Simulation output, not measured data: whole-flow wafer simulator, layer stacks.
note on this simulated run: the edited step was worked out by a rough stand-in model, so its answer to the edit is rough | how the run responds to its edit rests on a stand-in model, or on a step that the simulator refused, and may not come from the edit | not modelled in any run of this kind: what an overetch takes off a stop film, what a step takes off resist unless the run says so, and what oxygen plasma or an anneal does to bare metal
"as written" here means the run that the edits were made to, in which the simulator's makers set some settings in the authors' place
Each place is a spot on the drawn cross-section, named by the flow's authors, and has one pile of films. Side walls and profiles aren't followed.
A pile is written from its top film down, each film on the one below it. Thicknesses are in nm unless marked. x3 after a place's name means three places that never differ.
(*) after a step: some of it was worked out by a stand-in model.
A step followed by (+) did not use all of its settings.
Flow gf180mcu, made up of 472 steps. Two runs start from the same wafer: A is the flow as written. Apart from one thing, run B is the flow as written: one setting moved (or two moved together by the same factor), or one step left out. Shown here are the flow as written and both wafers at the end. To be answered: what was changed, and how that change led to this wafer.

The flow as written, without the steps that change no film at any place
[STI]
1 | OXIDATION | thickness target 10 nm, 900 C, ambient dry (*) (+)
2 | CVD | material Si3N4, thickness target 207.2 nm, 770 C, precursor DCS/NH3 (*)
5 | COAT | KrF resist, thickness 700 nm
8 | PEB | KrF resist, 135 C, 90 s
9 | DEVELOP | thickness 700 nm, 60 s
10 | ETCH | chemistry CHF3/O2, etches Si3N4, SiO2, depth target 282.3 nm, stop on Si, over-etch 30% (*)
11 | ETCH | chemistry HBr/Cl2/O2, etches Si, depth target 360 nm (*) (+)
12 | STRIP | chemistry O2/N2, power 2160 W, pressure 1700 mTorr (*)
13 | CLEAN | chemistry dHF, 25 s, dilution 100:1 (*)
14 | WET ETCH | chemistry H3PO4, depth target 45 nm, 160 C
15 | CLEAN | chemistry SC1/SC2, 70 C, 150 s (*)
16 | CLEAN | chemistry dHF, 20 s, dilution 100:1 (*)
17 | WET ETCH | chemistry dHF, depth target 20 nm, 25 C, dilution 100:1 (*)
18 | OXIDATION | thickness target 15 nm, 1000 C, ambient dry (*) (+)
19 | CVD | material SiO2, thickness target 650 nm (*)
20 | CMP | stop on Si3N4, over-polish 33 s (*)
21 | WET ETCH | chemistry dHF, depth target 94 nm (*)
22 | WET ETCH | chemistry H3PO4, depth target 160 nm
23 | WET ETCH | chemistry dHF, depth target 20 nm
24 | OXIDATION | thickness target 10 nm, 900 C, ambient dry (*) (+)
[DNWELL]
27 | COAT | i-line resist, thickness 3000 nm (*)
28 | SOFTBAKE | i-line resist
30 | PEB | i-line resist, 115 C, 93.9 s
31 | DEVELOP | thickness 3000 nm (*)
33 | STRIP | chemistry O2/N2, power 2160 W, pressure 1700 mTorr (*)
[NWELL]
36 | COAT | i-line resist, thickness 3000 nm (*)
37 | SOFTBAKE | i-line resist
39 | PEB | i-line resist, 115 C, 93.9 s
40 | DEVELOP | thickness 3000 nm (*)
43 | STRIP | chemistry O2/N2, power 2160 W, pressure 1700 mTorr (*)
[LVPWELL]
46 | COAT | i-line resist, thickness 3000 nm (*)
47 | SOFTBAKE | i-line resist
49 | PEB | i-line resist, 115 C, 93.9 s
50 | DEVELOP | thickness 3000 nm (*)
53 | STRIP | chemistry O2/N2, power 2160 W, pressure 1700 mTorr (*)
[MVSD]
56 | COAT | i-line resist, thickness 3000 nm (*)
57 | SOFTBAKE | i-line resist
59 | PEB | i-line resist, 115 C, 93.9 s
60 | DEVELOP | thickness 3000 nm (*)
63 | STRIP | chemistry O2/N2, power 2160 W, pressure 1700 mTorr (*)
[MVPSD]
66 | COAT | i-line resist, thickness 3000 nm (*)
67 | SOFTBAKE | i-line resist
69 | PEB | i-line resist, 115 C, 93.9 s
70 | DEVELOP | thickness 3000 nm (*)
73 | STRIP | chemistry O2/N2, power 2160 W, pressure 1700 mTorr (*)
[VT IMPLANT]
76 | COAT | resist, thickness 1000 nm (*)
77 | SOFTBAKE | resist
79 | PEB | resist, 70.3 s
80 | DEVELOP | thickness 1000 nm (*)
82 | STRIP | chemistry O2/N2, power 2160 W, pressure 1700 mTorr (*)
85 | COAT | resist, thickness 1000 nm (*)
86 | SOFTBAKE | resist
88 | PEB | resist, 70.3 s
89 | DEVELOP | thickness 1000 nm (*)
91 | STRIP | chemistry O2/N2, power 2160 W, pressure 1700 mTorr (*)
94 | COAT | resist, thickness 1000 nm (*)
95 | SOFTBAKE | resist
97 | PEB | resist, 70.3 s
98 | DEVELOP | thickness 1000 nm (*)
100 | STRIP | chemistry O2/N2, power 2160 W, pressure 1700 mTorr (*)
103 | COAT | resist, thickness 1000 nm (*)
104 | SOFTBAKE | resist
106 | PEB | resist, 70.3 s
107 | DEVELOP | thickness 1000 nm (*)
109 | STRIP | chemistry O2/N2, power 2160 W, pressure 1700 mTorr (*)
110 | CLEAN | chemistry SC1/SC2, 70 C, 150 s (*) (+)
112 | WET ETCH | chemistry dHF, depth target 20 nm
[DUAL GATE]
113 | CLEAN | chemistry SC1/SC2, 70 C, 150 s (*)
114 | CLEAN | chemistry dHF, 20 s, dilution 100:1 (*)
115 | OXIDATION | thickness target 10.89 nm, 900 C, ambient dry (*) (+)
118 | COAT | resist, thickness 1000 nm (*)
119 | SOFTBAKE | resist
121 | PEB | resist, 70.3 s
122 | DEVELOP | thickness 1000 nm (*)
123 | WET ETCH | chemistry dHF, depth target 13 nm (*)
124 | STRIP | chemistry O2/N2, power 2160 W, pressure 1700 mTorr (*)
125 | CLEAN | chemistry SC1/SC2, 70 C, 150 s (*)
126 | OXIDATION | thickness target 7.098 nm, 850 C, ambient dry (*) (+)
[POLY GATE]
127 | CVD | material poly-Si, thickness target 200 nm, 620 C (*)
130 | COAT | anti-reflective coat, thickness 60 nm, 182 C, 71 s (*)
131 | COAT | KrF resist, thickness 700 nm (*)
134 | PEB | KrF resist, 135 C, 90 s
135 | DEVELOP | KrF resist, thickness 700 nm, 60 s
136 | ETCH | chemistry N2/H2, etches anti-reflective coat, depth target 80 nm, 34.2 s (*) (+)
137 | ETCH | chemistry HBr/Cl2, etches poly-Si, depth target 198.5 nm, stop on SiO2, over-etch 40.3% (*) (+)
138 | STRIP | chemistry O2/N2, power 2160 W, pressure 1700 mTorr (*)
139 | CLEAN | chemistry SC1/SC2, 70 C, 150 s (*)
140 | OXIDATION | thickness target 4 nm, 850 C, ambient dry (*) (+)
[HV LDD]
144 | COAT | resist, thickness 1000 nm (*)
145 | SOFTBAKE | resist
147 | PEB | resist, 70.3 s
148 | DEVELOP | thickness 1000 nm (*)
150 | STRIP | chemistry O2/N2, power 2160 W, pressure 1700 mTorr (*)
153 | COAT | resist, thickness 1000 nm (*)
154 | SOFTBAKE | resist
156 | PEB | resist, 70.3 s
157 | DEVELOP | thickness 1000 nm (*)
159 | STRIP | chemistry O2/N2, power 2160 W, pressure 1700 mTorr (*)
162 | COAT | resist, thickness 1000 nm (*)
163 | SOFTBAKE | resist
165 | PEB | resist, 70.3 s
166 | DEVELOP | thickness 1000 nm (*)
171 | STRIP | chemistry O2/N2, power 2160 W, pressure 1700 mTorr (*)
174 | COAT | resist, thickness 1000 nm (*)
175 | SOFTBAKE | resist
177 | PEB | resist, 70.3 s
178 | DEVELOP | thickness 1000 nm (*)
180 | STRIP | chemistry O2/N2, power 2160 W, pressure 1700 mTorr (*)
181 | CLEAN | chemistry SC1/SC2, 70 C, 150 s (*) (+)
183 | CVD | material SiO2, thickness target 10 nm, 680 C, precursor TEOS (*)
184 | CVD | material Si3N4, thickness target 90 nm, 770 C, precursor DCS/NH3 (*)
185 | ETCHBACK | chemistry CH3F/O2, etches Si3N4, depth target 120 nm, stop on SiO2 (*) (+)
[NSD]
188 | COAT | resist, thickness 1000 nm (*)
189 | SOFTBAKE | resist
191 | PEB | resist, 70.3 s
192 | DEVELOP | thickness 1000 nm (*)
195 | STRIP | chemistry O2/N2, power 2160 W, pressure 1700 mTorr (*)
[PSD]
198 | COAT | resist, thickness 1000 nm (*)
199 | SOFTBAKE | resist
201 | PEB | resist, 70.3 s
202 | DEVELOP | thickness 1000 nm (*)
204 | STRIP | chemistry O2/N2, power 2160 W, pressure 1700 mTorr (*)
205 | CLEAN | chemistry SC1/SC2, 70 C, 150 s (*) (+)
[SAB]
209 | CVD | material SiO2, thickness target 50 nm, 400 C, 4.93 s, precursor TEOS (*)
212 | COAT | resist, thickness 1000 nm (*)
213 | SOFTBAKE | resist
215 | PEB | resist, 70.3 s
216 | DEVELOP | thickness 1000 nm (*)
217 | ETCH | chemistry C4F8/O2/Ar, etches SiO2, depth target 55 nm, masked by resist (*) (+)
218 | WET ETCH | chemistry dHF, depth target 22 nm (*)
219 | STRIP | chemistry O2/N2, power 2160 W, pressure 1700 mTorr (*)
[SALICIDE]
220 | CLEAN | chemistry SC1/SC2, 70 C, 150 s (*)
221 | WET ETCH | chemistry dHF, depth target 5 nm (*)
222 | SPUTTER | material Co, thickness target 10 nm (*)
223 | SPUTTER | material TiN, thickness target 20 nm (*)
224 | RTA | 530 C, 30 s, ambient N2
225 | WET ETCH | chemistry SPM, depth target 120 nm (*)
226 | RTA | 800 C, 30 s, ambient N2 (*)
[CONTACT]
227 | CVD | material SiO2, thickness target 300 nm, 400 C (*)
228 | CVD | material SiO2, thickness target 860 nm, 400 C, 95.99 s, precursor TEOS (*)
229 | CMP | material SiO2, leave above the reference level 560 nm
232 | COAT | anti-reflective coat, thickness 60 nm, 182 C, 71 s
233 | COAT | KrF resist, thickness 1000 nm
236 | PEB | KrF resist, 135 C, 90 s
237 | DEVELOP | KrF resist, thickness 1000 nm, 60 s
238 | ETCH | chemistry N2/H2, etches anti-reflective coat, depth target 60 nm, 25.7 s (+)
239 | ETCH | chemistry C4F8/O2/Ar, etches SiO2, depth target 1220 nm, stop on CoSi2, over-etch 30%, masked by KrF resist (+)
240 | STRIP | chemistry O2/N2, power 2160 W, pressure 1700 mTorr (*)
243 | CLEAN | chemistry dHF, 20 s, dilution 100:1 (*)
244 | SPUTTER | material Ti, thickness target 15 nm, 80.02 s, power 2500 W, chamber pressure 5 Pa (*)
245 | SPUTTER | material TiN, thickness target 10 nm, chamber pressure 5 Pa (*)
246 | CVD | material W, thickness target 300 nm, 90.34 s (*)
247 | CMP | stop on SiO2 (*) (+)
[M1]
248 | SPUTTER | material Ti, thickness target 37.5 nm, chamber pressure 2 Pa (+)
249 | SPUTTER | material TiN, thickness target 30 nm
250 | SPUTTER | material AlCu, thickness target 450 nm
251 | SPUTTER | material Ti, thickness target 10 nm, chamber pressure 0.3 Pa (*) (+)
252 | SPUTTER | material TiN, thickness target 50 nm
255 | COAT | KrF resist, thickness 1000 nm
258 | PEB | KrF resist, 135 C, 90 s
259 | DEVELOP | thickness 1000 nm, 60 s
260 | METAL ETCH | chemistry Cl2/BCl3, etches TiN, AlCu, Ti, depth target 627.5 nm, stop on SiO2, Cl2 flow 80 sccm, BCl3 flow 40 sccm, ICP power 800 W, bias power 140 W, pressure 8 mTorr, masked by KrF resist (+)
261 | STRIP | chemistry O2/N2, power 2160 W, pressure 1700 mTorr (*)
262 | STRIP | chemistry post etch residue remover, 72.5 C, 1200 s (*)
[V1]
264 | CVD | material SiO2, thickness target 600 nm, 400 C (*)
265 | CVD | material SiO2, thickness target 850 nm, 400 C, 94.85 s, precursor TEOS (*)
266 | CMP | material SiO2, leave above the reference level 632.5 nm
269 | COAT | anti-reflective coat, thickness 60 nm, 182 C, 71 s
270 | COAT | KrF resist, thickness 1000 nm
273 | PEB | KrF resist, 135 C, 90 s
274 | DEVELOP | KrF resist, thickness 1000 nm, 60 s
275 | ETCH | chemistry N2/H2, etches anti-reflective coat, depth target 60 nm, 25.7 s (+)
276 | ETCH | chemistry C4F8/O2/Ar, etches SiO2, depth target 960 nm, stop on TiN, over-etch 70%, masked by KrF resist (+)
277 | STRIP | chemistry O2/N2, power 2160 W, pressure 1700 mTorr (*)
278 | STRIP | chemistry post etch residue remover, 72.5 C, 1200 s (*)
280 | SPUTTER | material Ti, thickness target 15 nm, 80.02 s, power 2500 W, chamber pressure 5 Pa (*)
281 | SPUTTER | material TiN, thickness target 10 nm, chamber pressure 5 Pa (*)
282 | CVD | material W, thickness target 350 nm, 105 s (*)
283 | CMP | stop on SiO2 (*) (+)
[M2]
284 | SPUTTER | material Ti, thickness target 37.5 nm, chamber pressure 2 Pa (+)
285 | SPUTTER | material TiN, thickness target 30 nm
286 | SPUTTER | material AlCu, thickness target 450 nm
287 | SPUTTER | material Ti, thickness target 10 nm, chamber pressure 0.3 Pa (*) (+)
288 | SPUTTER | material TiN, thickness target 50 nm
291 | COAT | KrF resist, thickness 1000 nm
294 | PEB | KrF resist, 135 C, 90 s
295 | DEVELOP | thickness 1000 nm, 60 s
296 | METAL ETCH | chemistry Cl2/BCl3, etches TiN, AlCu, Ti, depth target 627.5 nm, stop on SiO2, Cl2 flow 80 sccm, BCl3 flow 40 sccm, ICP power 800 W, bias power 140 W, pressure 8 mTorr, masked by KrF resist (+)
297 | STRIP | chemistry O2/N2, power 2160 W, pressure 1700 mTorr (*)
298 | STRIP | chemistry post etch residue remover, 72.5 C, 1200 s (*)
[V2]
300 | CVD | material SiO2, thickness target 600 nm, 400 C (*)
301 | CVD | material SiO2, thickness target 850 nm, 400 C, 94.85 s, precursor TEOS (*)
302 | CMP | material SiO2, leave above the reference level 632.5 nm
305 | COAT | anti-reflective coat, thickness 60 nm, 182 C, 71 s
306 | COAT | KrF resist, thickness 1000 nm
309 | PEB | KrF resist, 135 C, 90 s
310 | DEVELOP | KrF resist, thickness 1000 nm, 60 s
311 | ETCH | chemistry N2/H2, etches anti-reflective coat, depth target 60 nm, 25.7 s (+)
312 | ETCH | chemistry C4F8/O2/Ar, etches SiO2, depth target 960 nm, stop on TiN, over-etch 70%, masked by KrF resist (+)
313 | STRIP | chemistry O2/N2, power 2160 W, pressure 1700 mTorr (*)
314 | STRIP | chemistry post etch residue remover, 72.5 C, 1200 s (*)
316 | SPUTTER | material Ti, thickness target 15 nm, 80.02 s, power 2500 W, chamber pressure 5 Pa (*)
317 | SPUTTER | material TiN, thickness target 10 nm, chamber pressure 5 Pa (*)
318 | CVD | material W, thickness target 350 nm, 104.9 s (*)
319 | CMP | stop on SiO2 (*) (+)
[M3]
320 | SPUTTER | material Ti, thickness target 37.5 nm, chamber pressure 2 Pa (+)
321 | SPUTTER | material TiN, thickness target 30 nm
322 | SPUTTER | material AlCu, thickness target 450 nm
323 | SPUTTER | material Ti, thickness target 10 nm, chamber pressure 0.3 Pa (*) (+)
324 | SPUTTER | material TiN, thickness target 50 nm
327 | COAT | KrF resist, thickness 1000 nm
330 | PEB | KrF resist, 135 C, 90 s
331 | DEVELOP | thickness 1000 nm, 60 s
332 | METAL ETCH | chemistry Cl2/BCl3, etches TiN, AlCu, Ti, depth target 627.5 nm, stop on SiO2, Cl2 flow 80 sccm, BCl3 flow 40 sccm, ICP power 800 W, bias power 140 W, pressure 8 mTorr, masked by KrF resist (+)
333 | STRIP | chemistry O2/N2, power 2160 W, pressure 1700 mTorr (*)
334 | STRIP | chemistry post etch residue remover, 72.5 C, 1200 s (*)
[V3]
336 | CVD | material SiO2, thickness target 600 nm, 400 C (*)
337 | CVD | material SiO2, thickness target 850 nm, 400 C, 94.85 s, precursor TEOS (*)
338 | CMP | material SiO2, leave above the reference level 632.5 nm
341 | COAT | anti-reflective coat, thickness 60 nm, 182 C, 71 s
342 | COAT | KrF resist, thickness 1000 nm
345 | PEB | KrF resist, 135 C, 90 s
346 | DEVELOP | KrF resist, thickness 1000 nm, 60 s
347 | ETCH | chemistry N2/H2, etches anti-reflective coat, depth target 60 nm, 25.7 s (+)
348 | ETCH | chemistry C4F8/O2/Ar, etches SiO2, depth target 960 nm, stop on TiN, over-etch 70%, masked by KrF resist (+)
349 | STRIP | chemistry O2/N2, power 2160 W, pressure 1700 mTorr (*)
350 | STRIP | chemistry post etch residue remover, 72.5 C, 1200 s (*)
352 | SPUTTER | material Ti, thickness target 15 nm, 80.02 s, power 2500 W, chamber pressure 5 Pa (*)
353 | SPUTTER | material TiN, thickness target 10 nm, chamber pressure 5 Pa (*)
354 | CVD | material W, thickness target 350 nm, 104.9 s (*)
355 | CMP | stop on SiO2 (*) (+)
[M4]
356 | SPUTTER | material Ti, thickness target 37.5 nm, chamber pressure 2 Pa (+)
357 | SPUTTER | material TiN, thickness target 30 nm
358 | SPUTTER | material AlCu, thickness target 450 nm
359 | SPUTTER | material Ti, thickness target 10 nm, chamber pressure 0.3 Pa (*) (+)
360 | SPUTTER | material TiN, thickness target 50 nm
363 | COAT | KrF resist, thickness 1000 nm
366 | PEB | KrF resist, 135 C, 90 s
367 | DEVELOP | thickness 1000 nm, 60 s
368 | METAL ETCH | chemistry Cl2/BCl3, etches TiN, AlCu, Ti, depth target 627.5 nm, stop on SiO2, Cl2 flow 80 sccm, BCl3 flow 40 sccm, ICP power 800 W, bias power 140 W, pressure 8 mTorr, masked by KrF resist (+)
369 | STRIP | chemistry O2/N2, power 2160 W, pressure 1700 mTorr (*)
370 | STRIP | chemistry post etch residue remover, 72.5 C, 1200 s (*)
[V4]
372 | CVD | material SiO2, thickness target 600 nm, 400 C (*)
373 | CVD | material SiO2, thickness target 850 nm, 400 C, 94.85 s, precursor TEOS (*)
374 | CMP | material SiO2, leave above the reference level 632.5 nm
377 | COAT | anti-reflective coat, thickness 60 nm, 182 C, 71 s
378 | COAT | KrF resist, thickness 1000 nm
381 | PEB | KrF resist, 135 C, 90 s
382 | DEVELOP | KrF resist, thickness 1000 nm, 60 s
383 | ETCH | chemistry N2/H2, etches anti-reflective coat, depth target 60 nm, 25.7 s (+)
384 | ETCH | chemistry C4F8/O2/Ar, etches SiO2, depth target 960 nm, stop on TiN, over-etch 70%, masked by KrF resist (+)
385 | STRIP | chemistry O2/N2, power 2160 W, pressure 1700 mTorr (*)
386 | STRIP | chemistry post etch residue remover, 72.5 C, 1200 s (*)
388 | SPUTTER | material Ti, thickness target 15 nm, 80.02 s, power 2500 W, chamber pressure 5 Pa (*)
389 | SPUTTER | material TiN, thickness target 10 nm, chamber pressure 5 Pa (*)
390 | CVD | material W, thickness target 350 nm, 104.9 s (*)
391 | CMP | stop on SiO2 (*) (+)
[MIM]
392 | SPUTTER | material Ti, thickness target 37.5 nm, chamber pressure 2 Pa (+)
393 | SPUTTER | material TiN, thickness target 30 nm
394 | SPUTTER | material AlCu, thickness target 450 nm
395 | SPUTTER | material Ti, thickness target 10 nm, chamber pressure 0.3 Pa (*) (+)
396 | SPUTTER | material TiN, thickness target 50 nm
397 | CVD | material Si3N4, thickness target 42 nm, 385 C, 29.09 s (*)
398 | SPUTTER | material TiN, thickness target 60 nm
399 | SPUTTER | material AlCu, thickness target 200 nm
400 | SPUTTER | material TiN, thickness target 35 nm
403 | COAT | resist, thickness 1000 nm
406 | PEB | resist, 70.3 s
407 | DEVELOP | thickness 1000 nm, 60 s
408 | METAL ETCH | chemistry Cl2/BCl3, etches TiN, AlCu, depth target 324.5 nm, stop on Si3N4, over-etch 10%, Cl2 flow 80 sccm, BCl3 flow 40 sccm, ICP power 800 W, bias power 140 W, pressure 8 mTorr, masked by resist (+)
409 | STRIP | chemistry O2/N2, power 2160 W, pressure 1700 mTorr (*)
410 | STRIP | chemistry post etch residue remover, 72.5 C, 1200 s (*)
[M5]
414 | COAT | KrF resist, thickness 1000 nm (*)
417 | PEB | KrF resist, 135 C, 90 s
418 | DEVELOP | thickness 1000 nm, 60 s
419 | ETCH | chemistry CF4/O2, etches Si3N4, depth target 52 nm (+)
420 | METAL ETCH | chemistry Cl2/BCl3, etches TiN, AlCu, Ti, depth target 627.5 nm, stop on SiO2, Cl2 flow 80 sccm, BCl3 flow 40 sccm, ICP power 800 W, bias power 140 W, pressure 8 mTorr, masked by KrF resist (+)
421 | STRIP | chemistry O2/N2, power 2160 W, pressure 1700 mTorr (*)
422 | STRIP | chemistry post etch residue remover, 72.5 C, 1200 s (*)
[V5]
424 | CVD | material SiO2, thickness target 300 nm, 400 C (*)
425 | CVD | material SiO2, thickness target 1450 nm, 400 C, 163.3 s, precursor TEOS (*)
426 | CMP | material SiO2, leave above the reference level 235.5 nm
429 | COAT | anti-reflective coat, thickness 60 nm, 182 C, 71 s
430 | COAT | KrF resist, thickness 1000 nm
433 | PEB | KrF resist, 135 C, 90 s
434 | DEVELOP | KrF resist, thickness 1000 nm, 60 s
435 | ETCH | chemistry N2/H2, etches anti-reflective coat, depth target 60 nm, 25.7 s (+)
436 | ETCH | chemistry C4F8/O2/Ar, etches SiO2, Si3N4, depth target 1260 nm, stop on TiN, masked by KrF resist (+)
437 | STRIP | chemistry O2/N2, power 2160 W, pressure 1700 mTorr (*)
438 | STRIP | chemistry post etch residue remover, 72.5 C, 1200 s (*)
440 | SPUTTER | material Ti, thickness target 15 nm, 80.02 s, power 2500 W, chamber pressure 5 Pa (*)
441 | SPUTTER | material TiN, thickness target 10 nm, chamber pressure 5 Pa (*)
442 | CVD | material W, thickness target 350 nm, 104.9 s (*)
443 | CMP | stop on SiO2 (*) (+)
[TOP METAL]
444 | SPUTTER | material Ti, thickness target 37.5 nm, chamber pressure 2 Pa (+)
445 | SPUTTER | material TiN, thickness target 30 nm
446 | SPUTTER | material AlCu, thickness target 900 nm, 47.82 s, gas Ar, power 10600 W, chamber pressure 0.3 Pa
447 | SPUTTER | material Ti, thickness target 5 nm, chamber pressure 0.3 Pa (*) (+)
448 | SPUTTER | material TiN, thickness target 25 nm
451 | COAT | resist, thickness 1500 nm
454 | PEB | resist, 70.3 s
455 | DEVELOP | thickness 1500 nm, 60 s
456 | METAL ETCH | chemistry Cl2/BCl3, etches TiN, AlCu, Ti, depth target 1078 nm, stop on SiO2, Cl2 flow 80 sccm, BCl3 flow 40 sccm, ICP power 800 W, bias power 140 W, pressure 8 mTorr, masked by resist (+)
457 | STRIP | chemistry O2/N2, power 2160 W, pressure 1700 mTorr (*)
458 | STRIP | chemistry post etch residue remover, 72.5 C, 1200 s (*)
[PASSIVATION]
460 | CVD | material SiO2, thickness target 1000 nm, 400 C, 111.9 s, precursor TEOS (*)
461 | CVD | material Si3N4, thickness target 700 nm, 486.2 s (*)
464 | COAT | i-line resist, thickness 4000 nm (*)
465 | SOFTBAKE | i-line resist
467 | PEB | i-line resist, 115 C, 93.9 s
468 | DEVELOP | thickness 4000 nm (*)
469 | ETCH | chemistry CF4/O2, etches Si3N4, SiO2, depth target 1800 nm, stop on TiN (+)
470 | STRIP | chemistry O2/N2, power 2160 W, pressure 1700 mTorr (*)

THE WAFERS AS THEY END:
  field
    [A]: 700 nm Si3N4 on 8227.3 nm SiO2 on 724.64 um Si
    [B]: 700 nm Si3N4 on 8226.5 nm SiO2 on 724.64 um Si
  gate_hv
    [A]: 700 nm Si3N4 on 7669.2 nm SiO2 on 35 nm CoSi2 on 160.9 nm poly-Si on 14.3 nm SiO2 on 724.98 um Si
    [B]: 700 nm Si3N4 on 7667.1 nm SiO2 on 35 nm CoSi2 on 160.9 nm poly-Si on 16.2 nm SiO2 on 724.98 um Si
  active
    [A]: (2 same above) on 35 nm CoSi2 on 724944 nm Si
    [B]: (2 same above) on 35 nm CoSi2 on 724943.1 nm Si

Cause: step 115, OXIDATION: thickness target 13.06 nm was run, though the flow has thickness target 10.89 nm.

How this came from the change, step by step:
  115 | OXIDATION | thickness target 10.89 nm, 900 C, ambient dry (*) (+)
      active, n_well, p_well and 40 more: A SiO2 gains 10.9 (new film), Si loses 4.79 | B SiO2 gains 13.1 (new film), Si loses 5.75
  123 | WET ETCH | chemistry dHF, depth target 13 nm (*)
      active, n_well, p_well and 12 more: A SiO2 loses 10.9 (all of it) | B SiO2 loses 13.1 (all of it)
  189 | SOFTBAKE | resist
      field__w9: A resist gains 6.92 | B resist loses 3.06
  199 | SOFTBAKE | resist
      field__w9: A resist gains 6.92 | B resist loses 3.06
  218 | WET ETCH | chemistry dHF, depth target 22 nm (*)
      ldn_tap, ldn_src, ldn_drn, ldp_tap, ldp_src, ldp_drn, ldp_gr: A SiO2 loses 16 (all of it) | B SiO2 loses 17.9 (all of it)
      ld_drn_n, ld_sd_p: A SiO2 loses 14.8 (all of it) | B SiO2 loses 16.7 (all of it)
      (and at 5 other places as well)
